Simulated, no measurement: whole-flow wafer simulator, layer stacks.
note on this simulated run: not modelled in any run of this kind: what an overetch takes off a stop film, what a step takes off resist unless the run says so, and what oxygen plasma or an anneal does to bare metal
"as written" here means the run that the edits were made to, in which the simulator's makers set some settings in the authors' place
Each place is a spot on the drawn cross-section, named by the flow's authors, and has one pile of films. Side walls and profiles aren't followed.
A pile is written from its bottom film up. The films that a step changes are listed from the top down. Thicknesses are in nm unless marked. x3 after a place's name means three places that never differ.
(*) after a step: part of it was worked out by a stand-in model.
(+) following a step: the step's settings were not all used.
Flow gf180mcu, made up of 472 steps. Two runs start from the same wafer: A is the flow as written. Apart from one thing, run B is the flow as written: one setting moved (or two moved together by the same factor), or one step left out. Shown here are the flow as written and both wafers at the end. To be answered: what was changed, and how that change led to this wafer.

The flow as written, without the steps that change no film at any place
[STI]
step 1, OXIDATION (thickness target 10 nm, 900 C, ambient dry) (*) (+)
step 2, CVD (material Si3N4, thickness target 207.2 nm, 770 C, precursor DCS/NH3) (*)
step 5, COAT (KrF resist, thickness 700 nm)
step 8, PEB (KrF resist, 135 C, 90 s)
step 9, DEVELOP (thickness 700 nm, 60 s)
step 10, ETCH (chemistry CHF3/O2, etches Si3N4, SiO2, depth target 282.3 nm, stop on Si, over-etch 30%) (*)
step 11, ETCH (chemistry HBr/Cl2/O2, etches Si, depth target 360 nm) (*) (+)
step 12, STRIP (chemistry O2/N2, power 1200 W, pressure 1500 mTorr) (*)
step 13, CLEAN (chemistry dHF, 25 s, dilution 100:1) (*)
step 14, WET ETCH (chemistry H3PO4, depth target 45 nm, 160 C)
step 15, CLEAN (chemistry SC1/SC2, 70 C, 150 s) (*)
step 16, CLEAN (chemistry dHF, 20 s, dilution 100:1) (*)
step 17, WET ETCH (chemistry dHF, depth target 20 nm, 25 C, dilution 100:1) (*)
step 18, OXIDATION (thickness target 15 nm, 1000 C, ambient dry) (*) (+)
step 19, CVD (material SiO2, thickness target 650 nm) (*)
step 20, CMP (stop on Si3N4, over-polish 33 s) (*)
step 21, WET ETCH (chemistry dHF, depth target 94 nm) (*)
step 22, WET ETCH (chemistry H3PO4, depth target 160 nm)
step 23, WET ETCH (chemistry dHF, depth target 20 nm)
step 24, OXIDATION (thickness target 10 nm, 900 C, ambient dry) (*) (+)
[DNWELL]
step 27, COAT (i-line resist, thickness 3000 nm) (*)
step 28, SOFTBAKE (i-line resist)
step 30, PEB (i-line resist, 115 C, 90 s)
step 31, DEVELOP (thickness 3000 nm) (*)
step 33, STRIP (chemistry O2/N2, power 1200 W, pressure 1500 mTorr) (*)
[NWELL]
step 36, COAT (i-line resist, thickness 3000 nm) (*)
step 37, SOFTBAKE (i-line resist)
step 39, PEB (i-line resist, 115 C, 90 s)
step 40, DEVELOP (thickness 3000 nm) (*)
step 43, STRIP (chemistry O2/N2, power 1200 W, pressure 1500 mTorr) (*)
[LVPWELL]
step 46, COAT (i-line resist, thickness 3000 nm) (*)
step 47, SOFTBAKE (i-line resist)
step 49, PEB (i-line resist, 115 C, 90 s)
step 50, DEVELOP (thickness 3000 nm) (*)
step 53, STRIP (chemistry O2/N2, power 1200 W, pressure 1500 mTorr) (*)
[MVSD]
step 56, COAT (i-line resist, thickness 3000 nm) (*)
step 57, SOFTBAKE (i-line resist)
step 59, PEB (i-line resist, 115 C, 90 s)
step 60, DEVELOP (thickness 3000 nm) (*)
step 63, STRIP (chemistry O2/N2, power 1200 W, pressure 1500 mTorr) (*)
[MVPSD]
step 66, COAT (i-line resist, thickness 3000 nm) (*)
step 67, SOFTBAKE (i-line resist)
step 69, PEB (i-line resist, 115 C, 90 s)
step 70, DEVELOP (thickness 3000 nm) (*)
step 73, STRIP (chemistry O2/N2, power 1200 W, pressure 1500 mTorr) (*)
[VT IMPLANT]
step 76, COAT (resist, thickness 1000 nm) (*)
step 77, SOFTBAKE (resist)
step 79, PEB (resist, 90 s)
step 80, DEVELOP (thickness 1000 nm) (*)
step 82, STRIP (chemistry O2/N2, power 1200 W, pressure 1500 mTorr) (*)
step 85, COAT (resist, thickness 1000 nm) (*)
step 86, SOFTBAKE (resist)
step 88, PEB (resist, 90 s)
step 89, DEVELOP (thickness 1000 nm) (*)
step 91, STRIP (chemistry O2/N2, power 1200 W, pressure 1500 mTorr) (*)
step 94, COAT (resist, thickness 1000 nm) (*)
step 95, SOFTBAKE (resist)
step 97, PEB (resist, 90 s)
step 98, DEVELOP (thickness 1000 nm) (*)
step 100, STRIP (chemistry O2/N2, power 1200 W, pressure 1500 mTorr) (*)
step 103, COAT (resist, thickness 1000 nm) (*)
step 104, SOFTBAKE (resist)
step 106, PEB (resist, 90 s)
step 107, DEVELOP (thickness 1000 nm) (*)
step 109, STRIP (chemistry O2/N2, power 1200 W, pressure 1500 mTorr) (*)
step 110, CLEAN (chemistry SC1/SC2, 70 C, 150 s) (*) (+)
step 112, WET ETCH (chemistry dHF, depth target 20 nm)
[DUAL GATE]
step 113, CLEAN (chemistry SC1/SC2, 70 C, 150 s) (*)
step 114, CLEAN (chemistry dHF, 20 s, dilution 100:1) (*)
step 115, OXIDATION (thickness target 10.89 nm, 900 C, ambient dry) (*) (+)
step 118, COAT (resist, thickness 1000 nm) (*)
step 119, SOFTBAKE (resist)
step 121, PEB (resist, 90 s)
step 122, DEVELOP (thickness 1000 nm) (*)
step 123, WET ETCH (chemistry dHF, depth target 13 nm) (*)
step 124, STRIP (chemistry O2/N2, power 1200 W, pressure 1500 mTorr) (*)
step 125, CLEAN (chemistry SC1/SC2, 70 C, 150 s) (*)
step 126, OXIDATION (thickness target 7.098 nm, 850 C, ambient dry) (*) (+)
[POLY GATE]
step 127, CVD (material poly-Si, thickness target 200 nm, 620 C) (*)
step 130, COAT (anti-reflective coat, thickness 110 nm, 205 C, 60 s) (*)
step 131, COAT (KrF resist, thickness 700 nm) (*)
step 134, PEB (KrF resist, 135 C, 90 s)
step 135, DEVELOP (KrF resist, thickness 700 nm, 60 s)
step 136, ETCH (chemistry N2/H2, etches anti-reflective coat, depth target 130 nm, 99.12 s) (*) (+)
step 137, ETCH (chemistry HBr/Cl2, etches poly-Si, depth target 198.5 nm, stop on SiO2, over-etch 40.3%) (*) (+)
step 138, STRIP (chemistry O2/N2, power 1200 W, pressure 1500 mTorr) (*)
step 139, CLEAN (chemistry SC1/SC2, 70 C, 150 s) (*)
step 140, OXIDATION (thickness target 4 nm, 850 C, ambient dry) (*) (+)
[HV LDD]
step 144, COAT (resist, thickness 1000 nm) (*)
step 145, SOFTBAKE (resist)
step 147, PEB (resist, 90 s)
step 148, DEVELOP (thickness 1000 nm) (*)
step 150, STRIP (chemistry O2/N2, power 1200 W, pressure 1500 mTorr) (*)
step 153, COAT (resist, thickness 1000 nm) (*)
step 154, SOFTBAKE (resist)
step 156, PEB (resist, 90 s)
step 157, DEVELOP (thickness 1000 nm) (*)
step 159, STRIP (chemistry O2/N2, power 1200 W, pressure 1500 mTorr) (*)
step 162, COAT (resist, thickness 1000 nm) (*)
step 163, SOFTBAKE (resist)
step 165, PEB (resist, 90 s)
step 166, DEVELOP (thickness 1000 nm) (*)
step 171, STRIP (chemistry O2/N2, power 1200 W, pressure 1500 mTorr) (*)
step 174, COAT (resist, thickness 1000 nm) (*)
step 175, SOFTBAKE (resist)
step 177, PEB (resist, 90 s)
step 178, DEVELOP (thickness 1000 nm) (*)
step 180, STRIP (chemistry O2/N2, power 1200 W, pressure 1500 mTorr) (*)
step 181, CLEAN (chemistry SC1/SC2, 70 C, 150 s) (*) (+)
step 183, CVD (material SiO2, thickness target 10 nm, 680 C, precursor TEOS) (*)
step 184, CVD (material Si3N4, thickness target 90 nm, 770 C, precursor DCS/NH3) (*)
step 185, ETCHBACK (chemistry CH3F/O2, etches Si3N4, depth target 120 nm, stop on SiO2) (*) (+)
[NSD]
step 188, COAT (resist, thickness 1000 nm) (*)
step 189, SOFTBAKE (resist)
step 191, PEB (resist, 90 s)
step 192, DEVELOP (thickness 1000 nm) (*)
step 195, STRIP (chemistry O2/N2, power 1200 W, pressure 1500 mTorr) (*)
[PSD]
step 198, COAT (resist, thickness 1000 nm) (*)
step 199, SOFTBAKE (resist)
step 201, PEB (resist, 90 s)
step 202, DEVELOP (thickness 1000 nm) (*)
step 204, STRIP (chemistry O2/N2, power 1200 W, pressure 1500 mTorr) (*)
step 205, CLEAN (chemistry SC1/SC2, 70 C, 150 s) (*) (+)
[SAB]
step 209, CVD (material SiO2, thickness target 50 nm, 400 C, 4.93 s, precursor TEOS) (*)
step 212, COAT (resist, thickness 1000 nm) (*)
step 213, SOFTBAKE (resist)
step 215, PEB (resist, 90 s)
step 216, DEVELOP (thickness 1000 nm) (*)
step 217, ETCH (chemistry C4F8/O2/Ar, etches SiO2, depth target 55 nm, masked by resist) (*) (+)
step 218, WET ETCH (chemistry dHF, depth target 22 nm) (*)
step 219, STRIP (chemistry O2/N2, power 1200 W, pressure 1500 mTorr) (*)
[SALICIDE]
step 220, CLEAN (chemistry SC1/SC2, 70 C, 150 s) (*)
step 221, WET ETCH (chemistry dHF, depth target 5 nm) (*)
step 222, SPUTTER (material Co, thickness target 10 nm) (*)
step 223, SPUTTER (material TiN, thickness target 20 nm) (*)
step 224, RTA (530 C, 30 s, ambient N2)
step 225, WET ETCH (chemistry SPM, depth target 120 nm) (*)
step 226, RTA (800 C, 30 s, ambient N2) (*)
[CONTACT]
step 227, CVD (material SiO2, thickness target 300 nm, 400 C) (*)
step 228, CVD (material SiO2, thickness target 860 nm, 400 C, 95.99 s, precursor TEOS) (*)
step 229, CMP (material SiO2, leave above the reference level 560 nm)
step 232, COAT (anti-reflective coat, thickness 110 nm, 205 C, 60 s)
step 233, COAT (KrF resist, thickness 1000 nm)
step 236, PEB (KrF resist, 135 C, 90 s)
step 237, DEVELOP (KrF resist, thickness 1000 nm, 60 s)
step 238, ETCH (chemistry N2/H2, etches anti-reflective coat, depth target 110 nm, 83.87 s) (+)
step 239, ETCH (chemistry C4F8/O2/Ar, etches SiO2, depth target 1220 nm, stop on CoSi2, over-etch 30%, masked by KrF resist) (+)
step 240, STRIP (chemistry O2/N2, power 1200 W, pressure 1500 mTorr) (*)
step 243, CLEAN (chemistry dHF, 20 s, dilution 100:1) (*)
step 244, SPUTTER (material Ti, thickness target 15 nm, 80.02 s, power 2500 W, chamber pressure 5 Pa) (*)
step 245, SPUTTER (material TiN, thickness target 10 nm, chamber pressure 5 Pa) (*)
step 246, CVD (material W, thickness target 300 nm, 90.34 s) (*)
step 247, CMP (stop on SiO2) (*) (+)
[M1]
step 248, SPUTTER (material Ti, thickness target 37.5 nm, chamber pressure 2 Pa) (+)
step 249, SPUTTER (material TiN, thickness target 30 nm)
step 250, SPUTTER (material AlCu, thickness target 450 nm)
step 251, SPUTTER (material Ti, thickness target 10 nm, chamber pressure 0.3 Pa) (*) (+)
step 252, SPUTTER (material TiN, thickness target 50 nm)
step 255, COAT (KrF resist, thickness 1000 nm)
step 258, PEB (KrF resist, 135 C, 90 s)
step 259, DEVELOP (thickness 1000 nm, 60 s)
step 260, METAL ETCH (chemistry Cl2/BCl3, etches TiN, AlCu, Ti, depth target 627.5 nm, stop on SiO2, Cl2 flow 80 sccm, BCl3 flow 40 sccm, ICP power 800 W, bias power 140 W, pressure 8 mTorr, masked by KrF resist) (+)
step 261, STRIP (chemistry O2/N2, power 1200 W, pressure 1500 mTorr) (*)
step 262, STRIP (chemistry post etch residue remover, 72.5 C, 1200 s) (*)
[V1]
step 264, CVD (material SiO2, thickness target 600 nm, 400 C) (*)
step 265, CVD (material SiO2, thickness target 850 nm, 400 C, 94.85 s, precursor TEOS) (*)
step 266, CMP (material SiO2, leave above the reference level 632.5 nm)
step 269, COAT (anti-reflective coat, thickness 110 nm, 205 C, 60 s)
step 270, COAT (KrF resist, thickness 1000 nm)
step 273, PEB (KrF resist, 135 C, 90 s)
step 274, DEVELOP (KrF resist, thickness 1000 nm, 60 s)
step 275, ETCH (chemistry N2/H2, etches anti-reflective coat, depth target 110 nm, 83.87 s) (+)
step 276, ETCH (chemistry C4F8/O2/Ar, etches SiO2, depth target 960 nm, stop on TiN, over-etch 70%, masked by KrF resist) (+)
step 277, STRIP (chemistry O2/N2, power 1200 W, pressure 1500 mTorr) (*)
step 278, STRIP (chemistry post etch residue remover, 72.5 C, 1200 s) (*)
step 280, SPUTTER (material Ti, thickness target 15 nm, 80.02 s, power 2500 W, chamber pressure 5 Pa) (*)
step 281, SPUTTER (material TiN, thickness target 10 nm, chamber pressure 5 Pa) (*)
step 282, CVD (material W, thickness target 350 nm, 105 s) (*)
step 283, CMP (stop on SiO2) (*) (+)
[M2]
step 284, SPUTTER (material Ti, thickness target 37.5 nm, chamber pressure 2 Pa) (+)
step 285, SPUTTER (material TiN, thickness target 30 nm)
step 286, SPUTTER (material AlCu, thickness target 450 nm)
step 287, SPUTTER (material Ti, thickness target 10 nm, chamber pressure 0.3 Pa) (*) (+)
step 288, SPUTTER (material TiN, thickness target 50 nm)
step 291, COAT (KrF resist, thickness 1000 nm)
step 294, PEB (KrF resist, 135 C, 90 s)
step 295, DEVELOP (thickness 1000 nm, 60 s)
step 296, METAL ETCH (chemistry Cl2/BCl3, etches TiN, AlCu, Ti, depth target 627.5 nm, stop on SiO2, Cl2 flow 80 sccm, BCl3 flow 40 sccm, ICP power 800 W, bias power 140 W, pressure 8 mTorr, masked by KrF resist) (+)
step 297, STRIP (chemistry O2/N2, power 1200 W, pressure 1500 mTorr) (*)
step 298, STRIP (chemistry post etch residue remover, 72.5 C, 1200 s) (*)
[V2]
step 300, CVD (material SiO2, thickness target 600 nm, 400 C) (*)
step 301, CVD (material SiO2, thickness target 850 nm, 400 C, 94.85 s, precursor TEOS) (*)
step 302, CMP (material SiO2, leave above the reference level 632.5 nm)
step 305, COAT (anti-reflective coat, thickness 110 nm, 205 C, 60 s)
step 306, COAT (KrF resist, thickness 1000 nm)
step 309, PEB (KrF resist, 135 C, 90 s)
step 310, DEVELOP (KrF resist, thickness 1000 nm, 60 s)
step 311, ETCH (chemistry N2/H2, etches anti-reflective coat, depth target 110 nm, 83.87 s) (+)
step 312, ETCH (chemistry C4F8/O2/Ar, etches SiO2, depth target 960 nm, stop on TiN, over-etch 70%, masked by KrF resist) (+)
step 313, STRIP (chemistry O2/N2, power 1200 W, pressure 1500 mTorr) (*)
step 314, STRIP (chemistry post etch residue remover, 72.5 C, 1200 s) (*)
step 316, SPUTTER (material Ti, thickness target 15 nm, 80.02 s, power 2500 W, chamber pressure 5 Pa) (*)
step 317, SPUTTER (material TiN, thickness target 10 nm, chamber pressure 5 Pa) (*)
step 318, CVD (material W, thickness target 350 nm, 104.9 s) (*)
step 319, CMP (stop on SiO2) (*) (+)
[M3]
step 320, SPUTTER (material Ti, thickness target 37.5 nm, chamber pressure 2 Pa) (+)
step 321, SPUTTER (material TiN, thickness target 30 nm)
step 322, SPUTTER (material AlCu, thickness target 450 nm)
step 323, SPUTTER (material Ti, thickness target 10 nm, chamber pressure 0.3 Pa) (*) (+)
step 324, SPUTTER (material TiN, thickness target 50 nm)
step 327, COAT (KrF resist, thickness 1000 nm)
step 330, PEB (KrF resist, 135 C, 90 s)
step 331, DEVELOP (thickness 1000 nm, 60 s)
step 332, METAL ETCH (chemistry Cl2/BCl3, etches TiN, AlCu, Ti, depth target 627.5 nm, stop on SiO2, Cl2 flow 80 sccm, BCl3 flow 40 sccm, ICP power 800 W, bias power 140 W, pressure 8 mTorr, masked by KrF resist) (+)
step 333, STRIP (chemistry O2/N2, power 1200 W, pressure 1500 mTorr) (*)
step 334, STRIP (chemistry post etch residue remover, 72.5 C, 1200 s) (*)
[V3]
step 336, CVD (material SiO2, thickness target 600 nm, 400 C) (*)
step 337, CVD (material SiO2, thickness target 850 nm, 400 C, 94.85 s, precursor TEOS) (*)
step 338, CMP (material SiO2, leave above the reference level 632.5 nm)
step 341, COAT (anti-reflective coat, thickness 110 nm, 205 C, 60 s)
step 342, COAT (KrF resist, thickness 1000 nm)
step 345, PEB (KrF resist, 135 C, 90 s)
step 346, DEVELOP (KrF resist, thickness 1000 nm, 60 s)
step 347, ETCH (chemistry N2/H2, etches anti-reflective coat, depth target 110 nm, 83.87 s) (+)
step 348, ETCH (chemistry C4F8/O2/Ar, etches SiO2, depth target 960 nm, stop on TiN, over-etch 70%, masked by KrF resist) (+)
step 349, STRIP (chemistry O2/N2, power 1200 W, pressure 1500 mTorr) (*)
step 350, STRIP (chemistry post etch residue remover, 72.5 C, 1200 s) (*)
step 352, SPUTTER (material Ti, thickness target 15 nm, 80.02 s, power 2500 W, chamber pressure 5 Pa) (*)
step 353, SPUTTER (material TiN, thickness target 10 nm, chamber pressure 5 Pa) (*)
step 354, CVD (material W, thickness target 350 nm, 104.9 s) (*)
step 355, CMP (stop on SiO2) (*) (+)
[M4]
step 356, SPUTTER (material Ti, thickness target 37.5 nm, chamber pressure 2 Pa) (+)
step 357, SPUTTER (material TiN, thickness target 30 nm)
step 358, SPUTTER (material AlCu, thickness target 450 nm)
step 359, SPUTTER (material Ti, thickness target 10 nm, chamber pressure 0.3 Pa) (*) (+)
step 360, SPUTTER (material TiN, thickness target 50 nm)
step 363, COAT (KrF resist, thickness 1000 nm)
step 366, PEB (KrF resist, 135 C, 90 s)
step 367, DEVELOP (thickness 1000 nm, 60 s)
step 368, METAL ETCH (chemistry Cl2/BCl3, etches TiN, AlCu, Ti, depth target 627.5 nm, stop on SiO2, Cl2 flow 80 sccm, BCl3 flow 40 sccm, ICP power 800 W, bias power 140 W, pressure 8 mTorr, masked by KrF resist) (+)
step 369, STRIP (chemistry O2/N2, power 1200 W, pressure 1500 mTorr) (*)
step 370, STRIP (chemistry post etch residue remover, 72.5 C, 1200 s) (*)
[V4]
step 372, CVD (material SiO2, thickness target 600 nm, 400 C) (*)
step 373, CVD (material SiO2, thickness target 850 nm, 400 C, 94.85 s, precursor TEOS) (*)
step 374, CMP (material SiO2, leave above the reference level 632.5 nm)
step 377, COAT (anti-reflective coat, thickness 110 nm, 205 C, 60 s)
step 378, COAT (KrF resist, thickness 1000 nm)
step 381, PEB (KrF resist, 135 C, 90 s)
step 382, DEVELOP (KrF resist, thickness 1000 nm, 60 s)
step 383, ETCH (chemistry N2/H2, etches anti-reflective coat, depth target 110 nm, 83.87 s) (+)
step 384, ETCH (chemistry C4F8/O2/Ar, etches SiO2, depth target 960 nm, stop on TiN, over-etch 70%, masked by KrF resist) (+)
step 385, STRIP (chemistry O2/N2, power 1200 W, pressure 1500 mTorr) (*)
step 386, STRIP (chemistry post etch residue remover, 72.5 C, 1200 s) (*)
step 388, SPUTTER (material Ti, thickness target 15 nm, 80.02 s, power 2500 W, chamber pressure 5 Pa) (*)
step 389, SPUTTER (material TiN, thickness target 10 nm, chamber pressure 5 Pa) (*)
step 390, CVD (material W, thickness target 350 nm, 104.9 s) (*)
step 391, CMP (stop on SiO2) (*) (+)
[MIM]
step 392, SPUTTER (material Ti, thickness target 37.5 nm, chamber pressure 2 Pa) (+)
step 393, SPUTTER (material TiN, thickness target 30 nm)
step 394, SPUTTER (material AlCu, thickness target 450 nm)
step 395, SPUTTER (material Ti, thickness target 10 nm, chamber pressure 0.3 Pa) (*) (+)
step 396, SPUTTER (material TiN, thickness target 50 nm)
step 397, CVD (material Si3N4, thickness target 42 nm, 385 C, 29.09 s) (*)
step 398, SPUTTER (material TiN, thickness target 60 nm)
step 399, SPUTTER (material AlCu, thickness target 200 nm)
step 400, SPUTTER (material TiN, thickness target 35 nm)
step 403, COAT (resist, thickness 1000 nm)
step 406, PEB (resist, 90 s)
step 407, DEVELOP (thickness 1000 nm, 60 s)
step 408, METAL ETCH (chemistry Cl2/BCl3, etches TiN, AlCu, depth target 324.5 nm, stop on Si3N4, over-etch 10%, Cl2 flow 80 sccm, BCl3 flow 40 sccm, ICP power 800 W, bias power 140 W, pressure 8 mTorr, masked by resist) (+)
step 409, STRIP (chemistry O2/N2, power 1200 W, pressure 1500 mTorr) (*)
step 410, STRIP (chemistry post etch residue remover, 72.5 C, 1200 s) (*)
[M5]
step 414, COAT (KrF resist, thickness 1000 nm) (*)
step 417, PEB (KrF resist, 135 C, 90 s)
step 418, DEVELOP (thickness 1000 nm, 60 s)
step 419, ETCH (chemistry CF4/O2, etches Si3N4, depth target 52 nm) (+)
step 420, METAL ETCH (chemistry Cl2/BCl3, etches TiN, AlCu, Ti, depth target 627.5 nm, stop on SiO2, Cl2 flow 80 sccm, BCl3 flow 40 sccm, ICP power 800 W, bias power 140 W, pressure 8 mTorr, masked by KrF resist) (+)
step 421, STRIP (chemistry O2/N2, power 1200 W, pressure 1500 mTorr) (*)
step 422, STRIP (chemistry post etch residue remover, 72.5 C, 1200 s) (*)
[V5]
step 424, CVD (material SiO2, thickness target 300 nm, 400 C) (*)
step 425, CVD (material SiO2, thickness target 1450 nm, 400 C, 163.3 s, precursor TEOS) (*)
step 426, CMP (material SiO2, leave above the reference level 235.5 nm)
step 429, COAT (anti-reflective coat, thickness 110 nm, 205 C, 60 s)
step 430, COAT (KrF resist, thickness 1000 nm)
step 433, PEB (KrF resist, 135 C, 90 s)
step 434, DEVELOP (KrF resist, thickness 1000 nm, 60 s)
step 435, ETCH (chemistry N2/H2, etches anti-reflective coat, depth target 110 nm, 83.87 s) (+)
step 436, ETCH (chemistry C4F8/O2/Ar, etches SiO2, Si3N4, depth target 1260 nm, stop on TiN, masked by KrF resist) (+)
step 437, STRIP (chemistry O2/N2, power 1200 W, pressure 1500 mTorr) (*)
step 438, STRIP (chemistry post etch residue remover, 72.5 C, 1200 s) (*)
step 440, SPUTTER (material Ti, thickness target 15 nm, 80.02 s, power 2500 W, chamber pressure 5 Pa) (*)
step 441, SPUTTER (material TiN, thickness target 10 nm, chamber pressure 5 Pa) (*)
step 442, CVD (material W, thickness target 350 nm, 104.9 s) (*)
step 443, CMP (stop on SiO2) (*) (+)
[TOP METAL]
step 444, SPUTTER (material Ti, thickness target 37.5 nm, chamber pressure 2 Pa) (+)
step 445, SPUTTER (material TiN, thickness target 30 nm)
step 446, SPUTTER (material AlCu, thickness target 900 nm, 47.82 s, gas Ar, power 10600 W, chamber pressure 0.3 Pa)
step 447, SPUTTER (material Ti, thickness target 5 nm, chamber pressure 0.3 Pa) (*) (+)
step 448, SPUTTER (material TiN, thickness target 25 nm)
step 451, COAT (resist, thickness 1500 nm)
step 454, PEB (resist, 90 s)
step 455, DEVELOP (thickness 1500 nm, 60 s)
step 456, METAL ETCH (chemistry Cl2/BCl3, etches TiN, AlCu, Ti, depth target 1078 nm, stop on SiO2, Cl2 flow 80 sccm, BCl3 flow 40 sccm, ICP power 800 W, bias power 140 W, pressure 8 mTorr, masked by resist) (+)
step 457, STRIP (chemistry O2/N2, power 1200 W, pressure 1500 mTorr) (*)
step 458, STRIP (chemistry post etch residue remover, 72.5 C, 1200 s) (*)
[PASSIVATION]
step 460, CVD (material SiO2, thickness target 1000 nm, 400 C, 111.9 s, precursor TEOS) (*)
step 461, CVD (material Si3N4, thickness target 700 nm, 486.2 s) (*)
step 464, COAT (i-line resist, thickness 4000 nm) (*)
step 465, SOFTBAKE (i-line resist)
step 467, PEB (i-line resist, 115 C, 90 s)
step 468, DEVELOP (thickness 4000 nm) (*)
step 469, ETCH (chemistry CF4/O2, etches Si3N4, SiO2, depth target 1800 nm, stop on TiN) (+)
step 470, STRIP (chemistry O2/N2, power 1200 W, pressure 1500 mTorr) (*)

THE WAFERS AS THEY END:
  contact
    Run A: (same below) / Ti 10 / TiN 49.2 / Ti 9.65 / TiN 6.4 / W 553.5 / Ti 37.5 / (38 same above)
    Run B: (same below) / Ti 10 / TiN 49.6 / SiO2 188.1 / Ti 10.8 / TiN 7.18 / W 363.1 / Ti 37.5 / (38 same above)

What caused this: step 276, ETCH: depth target 384 nm was run, though the flow has depth target 960 nm.

Step by step, how the change led to this:
  step 276, ETCH (chemistry C4F8/O2/Ar, etches SiO2, depth target 960 nm, stop on TiN, over-etch 70%, masked by KrF resist) (+)
      contact: A SiO2 loses 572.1 (all of it) | B SiO2 loses 384
      field, field__w1, field__w2 and 107 more: A KrF resist loses 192 | B KrF resist loses 76.8
  step 277, STRIP (chemistry O2/N2, power 1200 W, pressure 1500 mTorr) (*)
      field, field__w1, field__w2 and 107 more: A KrF resist loses 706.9 (all of it), anti-reflective coat loses 110 (all of it) | B KrF resist loses 822.1 (all of it), anti-reflective coat loses 110 (all of it)
  step 280, SPUTTER (material Ti, thickness target 15 nm, 80.02 s, power 2500 W, chamber pressure 5 Pa) (*)
      contact: A Ti gains 9.65 (new film) | B Ti gains 10.8 (new film)
  step 281, SPUTTER (material TiN, thickness target 10 nm, chamber pressure 5 Pa) (*)
      contact: A TiN gains 6.4 (new film) | B TiN gains 7.18 (new film)
  step 282, CVD (material W, thickness target 350 nm, 105 s) (*)
      contact: A W gains 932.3 (new film) | B W gains 741.9 (new film)
Taking metal films that touch as one body, contact has 2 bodies (between them, from the top down: SiO2 188.1); the flow as written gives 1 body.
